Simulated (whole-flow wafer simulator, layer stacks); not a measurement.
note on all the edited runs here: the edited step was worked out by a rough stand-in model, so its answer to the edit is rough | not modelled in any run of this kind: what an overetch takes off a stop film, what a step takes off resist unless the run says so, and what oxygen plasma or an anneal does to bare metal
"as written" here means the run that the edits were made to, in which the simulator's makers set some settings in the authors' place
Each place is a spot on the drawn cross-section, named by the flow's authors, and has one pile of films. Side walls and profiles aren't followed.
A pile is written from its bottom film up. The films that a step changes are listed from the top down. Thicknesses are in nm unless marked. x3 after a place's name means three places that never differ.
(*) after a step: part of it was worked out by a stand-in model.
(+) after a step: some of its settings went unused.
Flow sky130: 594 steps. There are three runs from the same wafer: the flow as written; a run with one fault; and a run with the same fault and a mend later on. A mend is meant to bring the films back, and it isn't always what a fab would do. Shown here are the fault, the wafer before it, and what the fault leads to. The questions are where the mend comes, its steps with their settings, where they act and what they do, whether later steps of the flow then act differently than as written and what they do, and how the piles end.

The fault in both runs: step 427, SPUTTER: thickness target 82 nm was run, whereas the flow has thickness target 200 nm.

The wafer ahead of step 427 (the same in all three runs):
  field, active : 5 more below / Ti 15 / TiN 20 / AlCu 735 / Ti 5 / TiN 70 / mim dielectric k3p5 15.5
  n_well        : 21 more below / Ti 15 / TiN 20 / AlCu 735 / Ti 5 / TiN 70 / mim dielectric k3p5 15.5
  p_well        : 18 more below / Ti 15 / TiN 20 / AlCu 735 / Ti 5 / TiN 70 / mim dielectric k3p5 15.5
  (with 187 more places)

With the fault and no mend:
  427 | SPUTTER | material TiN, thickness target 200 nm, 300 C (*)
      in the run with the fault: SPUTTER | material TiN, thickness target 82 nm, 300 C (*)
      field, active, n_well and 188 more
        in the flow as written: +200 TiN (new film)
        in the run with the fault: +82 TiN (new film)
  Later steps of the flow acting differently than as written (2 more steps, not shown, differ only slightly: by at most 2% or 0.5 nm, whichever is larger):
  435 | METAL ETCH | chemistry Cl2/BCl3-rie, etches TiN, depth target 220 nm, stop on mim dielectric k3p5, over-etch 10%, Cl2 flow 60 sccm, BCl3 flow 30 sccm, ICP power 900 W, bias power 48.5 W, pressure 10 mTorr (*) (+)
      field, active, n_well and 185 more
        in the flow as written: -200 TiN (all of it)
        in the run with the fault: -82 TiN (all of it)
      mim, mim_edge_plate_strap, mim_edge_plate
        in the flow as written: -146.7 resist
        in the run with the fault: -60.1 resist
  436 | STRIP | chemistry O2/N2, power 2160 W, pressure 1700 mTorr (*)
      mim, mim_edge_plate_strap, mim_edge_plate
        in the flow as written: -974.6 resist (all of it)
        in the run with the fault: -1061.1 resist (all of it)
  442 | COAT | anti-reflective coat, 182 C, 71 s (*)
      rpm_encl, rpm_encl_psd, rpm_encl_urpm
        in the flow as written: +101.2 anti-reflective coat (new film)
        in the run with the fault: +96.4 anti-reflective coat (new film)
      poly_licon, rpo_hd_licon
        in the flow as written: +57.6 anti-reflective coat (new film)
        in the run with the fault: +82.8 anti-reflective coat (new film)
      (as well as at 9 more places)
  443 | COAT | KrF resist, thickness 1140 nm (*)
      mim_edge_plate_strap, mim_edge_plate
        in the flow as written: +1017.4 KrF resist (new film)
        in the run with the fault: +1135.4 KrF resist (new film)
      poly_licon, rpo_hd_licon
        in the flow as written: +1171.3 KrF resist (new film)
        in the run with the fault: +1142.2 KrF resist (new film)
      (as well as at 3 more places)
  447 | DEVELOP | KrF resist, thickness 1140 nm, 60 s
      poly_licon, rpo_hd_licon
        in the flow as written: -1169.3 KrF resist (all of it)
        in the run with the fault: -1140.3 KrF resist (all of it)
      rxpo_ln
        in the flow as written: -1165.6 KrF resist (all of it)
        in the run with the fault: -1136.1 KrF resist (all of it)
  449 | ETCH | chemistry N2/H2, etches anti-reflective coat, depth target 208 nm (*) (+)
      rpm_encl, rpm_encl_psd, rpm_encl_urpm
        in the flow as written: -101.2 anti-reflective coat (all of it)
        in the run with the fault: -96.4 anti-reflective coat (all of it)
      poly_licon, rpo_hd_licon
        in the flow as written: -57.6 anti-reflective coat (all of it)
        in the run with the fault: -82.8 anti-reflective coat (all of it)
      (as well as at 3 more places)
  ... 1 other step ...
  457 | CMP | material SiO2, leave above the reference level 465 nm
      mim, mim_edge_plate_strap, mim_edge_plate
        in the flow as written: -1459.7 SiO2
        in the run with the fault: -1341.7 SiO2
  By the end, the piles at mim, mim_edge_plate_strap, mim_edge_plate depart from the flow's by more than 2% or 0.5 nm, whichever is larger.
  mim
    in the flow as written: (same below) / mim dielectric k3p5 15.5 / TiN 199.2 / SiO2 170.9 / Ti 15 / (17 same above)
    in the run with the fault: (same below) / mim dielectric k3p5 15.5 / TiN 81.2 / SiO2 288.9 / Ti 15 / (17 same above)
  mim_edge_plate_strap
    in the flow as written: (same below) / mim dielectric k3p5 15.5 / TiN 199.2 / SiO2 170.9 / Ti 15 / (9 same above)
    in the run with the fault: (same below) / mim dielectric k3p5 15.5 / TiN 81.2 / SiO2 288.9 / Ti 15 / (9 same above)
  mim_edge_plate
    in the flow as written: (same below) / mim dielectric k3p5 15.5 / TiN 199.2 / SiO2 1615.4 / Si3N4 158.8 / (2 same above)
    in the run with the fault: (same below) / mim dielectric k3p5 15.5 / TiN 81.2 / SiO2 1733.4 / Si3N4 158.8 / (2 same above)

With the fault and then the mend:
  After step 434 comes the mend.
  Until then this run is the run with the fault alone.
  434a | STRIP | chemistry O2/N2, power 2160 W, pressure 1700 mTorr (*)
      mim, mim_edge_plate_strap, mim_edge_plate
        -1121.3 resist (all of it)
  434b | SPUTTER | material TiN, thickness target 118 nm, 300 C (*) (a further turn of the flow's step 427, with different settings)
      field, active, n_well and 188 more
        +118 TiN
  434c | HMDS | 120 C, 60 s (a further turn of the flow's step 429)
      leaves every film unchanged at each place that is followed
  434d | COAT | resist, thickness 1140 nm (a further turn of the flow's step 430)
      field, active, n_well and 186 more
        +1140 resist (new film)
      m1, via2_hole
        +1140.6 resist (new film)
  434e | SOFTBAKE | resist (a further turn of the flow's step 431)
      leaves every film unchanged at each place that is followed
  434f | EXPOSE | photomask CAPM, dose 177.7 mJ/cm2, NA 0.6, wavelength 365 nm (*) (a further turn of the flow's step 432)
      leaves every film unchanged at each place that is followed
  434g | PEB | resist, 70.3 s (a further turn of the flow's step 433)
      field, active, n_well and 188 more
        -18.7 resist
  434h | DEVELOP | resist, thickness 1140 nm, developer TMAH-0.26N, 60 s (a further turn of the flow's step 434)
      field, active, n_well and 183 more
        -1121.3 resist (all of it)
      m1, via2_hole
        -1121.9 resist (all of it)
  Later steps of the flow that are run all act as written at every place that is followed.
  The piles end the same as the flow's at every place that both follow.
